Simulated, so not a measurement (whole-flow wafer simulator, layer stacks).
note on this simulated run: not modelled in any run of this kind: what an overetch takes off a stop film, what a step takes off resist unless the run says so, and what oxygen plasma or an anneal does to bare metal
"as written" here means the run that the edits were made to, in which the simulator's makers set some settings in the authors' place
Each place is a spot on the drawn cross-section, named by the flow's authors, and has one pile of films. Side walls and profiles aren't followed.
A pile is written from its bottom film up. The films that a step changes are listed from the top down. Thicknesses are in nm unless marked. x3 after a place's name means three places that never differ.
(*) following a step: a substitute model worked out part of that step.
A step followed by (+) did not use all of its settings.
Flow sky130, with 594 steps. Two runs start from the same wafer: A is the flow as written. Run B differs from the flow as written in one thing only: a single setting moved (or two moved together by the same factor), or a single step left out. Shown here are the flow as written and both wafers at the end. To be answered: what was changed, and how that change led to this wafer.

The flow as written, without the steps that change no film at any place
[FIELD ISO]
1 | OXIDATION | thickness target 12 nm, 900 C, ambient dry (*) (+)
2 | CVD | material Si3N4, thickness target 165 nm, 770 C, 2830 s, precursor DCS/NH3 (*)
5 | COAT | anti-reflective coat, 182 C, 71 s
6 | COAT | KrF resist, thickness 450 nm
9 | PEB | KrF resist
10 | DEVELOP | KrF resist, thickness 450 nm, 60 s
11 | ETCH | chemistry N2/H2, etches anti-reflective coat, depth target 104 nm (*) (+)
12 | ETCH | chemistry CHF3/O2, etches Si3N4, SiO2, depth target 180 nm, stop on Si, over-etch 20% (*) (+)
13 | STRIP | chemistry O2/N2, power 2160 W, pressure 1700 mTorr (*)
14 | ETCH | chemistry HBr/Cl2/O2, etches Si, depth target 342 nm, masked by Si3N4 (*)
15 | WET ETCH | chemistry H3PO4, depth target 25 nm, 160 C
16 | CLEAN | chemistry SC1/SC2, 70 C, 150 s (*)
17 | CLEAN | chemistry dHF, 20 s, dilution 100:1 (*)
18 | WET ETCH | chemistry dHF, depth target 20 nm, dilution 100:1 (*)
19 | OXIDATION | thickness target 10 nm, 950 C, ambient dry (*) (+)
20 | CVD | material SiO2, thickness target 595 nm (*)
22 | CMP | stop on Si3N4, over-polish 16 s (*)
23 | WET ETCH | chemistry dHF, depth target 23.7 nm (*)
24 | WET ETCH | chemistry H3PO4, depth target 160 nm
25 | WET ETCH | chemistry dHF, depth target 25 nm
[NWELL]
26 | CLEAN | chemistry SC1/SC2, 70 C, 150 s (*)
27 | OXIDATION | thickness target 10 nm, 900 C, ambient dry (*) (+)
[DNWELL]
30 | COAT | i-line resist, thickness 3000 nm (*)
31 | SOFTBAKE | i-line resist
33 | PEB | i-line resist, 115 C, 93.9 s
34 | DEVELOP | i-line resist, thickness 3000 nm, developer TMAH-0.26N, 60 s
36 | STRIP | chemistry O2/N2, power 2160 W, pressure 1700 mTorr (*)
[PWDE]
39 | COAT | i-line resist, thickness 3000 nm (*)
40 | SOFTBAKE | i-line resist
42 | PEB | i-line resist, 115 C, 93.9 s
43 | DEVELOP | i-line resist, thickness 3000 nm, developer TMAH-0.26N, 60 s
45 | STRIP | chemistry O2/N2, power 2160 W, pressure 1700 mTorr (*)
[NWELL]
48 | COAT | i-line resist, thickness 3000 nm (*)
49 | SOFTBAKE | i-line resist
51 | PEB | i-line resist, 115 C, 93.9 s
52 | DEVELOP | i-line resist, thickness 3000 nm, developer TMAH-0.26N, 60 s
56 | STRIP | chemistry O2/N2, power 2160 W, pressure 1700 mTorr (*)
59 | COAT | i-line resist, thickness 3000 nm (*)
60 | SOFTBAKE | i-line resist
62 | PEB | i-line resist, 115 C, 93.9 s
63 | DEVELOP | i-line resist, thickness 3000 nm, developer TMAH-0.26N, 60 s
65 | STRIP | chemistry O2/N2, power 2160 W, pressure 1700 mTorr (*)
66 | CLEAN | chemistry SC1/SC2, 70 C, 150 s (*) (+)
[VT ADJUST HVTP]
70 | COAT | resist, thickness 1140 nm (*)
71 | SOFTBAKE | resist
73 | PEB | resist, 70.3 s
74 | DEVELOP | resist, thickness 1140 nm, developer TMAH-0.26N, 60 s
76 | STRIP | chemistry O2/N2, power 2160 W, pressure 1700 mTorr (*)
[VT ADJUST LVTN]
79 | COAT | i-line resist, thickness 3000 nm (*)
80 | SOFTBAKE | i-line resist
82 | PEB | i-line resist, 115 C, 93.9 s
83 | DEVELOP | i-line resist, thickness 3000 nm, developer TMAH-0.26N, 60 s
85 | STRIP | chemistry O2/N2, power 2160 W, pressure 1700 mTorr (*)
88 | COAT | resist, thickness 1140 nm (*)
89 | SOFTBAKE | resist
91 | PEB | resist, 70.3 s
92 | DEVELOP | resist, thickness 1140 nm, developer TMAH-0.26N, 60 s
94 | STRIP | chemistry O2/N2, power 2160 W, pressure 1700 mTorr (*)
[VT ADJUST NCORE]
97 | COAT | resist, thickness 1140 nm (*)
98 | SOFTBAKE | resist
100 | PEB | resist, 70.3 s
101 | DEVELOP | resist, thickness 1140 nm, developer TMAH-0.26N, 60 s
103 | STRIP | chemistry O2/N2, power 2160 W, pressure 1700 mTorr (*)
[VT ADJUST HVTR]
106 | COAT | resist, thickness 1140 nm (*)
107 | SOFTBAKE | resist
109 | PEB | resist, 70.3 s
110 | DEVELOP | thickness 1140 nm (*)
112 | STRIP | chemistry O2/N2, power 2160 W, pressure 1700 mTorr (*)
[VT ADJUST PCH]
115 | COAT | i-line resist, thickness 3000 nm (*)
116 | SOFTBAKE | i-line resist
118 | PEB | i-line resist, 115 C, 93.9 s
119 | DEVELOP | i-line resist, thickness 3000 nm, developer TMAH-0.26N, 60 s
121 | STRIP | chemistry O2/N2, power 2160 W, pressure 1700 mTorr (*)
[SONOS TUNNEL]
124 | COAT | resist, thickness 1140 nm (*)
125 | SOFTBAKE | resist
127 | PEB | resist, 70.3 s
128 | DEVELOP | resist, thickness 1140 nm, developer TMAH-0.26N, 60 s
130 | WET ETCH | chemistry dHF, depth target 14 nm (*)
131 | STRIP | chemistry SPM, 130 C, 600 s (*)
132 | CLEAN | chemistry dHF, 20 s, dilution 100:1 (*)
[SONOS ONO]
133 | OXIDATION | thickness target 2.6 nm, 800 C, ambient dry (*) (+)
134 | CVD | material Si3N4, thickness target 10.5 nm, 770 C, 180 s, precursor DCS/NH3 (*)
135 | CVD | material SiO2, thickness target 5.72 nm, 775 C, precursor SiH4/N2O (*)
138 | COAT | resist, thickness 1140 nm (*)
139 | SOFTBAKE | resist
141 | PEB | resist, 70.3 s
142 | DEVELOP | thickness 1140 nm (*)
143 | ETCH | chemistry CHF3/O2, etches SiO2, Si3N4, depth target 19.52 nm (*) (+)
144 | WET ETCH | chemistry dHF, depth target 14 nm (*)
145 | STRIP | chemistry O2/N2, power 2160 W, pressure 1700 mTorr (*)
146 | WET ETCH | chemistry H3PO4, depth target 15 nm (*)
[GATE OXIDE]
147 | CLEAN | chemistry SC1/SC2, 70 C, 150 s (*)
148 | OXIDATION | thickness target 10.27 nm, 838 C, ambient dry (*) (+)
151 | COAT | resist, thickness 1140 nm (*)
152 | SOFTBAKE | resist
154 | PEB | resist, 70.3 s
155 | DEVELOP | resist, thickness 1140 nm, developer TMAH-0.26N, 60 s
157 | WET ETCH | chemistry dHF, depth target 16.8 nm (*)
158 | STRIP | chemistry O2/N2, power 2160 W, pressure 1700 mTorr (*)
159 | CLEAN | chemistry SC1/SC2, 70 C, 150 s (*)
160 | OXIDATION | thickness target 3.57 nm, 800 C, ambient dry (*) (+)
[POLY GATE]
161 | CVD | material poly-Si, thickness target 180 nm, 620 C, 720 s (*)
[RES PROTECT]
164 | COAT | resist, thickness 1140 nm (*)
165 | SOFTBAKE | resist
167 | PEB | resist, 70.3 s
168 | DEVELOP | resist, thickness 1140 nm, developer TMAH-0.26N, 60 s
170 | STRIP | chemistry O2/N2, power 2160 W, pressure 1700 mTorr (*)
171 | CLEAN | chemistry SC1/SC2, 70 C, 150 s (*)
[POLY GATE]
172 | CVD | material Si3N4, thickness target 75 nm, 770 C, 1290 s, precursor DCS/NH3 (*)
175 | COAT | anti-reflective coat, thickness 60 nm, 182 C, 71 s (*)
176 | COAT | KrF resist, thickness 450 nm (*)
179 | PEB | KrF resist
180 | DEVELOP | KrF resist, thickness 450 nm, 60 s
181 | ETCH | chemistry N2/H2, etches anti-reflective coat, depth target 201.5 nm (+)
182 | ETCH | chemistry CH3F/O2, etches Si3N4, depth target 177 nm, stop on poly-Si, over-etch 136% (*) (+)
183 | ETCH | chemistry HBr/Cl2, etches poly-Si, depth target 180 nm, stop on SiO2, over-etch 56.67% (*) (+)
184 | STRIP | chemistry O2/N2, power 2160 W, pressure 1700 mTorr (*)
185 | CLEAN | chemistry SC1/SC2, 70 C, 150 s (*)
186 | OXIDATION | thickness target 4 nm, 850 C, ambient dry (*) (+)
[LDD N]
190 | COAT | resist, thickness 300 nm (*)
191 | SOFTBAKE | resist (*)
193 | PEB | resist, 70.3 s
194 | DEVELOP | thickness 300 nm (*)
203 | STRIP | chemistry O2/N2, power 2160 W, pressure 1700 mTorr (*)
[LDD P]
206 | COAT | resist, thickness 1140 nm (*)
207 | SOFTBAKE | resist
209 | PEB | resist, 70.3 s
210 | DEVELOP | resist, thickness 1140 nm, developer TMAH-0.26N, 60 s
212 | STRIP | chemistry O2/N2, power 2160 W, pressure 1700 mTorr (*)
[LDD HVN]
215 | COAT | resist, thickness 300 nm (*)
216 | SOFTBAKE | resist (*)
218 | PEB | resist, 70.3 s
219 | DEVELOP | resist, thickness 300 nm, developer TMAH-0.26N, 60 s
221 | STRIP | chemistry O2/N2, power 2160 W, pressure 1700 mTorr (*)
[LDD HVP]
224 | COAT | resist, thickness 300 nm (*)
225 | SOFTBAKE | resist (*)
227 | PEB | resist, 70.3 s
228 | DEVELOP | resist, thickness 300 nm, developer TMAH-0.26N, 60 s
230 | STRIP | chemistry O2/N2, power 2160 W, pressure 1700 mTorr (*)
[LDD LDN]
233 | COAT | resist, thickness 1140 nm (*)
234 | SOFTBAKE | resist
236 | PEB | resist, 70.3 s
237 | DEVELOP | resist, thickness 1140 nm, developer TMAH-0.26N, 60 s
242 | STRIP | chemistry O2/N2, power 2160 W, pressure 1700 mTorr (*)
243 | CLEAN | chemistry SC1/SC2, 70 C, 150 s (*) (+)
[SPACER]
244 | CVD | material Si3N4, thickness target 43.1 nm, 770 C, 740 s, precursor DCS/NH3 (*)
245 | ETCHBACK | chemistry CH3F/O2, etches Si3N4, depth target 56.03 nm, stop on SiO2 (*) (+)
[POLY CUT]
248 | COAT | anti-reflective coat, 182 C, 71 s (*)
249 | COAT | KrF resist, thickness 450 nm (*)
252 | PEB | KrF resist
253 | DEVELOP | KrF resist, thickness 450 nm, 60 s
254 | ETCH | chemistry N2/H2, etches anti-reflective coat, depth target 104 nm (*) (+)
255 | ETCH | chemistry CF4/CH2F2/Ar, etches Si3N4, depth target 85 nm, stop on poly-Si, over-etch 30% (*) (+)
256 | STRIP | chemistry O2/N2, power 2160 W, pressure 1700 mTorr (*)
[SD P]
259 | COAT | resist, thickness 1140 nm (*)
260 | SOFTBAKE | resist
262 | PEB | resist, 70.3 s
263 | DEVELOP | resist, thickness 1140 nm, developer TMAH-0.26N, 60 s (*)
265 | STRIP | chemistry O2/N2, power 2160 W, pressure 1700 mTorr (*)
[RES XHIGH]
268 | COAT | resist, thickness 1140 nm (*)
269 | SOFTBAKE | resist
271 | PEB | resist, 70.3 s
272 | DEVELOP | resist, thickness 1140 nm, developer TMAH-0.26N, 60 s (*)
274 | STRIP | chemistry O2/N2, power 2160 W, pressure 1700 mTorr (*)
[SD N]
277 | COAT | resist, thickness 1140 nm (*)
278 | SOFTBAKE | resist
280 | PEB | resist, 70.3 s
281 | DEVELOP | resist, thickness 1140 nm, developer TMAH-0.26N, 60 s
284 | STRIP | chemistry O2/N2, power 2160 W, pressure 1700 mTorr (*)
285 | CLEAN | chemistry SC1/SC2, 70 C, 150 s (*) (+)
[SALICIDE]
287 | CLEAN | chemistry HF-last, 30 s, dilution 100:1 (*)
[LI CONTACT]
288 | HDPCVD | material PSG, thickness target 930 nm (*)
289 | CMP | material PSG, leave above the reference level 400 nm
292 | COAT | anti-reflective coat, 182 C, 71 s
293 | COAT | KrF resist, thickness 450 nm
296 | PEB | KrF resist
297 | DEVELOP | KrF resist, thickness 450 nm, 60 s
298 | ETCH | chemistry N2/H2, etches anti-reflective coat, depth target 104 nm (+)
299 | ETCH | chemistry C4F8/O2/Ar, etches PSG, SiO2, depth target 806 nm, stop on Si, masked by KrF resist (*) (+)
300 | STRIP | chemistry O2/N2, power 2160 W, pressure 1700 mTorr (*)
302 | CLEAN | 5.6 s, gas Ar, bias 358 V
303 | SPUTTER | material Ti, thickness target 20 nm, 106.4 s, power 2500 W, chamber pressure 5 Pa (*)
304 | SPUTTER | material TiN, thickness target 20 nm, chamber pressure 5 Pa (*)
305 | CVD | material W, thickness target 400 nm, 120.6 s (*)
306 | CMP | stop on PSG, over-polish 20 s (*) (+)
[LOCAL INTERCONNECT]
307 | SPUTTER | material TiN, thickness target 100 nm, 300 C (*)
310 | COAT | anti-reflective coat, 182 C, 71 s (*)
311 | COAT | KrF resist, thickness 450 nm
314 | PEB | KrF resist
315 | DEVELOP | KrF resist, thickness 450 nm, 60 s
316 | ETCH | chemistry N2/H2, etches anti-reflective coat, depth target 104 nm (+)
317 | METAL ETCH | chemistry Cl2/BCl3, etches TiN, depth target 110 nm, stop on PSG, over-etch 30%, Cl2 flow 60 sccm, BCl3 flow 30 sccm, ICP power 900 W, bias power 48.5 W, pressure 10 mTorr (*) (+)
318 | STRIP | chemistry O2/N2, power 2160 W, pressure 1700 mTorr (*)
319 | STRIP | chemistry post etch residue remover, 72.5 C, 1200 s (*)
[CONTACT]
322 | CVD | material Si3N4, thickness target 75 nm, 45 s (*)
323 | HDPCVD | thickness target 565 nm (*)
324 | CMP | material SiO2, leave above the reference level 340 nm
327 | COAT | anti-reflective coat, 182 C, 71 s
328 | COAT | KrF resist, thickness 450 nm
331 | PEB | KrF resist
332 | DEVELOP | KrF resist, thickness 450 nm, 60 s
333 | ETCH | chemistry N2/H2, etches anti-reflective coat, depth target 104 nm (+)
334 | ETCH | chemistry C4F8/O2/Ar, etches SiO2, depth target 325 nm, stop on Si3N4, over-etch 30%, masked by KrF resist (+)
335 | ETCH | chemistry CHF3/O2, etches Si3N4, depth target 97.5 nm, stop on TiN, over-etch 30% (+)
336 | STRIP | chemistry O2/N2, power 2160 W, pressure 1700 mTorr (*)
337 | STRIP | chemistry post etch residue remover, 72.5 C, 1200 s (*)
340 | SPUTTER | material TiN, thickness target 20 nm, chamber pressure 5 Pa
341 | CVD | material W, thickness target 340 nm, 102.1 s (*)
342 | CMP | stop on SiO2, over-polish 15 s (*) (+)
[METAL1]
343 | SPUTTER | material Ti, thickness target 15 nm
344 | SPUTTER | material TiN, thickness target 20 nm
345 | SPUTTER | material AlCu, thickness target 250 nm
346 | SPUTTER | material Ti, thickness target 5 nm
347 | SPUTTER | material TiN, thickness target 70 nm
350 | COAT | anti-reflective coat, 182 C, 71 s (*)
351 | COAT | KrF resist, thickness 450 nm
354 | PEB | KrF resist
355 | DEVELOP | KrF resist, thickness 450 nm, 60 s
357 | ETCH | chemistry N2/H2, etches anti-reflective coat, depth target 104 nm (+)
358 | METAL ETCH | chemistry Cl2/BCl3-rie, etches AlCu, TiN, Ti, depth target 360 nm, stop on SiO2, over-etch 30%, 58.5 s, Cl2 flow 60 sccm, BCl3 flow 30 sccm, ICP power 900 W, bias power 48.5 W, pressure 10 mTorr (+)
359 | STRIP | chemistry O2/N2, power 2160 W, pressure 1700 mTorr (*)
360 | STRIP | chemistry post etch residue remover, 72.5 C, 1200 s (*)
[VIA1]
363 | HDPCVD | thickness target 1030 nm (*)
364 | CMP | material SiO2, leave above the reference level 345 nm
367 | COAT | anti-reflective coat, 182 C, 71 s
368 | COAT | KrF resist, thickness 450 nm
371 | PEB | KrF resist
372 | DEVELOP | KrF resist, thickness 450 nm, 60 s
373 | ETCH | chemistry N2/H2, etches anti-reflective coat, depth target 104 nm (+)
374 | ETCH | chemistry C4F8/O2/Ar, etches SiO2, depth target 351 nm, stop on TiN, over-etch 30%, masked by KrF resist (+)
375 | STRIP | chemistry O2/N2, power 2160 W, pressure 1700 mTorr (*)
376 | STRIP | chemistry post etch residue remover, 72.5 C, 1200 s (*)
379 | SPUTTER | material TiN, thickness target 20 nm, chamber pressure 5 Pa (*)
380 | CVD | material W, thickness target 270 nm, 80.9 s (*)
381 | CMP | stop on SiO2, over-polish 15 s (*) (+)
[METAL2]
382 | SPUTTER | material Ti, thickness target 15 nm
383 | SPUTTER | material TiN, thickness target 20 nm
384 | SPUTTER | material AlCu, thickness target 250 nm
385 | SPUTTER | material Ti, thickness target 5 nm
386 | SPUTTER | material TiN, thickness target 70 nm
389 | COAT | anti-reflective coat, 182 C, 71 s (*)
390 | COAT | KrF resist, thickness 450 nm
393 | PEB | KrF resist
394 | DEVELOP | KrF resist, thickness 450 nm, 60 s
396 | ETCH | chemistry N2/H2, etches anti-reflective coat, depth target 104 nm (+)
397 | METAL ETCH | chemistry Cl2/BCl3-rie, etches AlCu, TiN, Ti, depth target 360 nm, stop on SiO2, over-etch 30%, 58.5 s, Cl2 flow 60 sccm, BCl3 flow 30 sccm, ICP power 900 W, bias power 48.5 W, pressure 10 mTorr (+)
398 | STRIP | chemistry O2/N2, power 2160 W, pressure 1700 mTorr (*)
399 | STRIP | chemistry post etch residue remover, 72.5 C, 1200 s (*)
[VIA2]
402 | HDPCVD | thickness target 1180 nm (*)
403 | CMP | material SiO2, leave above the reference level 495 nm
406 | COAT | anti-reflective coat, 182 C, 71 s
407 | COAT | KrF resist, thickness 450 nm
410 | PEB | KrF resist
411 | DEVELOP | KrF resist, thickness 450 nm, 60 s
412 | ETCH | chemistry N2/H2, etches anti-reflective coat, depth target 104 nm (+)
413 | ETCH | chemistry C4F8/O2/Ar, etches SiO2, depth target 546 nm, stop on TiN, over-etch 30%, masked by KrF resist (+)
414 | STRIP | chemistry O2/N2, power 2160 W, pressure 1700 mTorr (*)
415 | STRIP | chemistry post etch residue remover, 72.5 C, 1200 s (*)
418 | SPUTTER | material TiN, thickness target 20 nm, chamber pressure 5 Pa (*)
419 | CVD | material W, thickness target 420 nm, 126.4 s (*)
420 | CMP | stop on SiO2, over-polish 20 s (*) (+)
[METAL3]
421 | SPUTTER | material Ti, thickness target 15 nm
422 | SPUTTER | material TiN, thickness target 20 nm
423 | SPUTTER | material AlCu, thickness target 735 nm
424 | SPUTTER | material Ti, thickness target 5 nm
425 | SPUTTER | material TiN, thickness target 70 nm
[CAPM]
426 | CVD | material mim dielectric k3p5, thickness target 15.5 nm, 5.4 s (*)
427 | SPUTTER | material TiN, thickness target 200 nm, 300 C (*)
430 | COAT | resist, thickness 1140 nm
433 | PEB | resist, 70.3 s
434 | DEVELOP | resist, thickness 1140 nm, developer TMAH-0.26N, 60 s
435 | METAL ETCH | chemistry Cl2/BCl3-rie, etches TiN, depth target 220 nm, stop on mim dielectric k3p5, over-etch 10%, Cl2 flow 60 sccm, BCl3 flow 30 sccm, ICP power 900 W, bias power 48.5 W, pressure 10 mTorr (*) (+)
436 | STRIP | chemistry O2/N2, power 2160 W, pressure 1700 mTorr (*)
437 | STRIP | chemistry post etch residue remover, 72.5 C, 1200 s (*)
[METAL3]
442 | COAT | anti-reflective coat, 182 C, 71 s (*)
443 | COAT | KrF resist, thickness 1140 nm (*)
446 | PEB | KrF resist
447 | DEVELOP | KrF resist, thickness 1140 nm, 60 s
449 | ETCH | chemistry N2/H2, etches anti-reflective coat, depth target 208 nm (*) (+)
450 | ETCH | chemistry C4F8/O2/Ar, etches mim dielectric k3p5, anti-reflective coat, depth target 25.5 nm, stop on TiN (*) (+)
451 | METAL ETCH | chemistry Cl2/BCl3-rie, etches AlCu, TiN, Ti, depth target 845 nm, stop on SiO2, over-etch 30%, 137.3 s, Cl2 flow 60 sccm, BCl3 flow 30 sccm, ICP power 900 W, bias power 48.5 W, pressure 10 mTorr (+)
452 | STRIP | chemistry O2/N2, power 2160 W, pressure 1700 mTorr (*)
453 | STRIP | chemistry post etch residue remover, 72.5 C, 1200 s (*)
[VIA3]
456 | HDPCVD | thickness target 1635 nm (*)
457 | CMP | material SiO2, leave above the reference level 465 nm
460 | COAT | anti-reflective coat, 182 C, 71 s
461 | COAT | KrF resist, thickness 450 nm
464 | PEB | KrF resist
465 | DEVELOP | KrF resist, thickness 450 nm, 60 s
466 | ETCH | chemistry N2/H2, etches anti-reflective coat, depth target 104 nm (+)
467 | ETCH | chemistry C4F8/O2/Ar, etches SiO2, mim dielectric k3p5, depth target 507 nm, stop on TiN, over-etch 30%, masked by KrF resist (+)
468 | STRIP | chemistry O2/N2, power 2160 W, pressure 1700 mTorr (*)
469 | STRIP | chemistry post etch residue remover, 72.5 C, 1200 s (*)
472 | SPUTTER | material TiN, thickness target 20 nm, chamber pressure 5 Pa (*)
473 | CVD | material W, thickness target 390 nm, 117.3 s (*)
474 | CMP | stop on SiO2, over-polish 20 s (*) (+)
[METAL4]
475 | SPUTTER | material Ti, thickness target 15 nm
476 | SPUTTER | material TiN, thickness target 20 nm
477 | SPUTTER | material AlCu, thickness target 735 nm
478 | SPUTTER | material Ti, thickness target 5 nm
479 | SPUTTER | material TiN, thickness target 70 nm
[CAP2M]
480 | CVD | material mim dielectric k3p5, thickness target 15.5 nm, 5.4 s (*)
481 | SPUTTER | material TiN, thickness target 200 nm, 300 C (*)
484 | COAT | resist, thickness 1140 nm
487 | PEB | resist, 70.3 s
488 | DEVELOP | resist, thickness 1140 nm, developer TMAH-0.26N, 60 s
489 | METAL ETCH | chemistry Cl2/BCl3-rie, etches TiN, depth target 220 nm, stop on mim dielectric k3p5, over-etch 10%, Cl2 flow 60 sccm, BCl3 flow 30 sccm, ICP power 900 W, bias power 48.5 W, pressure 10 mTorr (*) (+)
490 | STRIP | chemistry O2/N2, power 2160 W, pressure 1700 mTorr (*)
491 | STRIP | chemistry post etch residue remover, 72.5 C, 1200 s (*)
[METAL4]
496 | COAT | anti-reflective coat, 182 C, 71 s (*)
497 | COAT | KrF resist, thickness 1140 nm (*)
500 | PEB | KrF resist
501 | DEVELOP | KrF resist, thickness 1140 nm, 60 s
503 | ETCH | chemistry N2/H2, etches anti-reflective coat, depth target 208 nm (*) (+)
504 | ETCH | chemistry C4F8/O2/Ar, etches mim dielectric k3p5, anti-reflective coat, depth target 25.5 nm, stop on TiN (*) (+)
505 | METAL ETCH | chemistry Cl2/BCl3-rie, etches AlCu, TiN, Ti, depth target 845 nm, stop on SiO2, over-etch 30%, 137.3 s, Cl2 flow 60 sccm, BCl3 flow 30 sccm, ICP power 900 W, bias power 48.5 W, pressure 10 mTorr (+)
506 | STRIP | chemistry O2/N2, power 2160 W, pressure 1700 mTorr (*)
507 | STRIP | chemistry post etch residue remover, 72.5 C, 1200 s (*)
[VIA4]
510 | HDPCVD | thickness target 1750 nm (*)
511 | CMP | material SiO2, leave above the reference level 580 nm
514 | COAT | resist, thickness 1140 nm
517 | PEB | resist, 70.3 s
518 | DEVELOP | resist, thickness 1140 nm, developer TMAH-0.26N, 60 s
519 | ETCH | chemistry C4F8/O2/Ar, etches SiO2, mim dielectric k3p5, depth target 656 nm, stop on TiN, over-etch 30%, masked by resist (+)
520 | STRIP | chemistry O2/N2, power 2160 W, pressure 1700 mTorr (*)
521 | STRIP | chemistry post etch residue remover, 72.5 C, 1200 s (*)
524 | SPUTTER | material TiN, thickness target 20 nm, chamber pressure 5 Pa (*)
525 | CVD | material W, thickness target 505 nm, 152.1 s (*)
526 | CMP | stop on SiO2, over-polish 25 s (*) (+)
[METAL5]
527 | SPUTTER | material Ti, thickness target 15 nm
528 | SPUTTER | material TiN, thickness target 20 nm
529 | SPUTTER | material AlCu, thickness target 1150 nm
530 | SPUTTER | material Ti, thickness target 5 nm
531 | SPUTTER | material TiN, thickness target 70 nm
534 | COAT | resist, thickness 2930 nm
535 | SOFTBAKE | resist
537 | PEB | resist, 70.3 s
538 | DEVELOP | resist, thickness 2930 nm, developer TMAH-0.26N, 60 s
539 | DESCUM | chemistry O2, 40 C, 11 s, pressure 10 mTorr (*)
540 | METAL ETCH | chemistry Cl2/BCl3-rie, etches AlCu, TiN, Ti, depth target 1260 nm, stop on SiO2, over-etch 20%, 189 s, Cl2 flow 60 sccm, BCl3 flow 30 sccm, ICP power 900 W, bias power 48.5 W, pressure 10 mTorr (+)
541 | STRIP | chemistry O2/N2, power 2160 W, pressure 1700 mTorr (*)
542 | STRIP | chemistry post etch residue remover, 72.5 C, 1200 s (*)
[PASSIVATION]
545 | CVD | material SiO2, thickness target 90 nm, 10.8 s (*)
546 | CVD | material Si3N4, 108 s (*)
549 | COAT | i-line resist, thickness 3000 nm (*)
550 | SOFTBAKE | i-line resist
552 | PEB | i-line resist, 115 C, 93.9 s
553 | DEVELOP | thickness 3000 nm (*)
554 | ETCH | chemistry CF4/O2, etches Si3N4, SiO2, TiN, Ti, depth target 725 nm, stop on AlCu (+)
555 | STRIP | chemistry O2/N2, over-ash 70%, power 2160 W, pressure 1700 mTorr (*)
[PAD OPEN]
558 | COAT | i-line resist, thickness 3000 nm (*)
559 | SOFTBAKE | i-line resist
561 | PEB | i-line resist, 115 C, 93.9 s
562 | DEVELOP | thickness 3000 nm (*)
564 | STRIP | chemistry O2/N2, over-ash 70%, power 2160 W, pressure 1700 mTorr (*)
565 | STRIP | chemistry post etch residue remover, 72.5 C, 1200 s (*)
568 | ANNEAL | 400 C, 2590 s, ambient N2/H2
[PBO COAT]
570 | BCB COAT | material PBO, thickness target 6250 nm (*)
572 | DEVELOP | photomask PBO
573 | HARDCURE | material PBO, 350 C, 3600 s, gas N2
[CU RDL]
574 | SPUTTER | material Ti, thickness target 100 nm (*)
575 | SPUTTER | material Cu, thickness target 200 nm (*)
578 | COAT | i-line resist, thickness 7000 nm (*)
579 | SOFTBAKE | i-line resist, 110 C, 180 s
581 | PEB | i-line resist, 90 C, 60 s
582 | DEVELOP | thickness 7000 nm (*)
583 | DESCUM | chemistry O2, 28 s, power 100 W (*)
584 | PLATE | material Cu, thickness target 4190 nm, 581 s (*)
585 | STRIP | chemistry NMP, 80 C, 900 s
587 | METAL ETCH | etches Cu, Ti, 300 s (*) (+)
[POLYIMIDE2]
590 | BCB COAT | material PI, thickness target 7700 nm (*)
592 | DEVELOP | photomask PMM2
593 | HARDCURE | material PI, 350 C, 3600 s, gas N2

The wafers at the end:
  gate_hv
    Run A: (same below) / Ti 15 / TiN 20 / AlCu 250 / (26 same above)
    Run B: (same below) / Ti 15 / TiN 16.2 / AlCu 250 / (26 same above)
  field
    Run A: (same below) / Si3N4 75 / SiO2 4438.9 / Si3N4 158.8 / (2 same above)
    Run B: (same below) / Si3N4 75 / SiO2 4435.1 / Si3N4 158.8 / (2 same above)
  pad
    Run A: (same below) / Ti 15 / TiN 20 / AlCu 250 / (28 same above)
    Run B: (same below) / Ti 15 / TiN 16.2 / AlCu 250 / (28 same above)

Cause: step 344, SPUTTER: thickness target 16.2 nm was run, though the flow has thickness target 20 nm.
The wafer itself shows it: gate_hv has TiN 16.2, and step 344 as written asks for 20 nm.

Step by step, how the change led to this:
  344 | SPUTTER | material TiN, thickness target 20 nm
      field, active, n_well and 188 more: A +20 TiN (new film) | B +16.2 TiN (new film)
  358 | METAL ETCH | chemistry Cl2/BCl3-rie, etches AlCu, TiN, Ti, depth target 360 nm, stop on SiO2, over-etch 30%, 58.5 s, Cl2 flow 60 sccm, BCl3 flow 30 sccm, ICP power 900 W, bias power 48.5 W, pressure 10 mTorr (+)
      field, active, gate and 81 more: A -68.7 TiN (all of it), -5 Ti (all of it), -250 AlCu (all of it), -20 TiN (all of it), -15 Ti (all of it), -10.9 SiO2 | B -68.7 TiN (all of it), -5 Ti (all of it), -250 AlCu (all of it), -16.2 TiN (all of it), -15 Ti (all of it), -11.3 SiO2
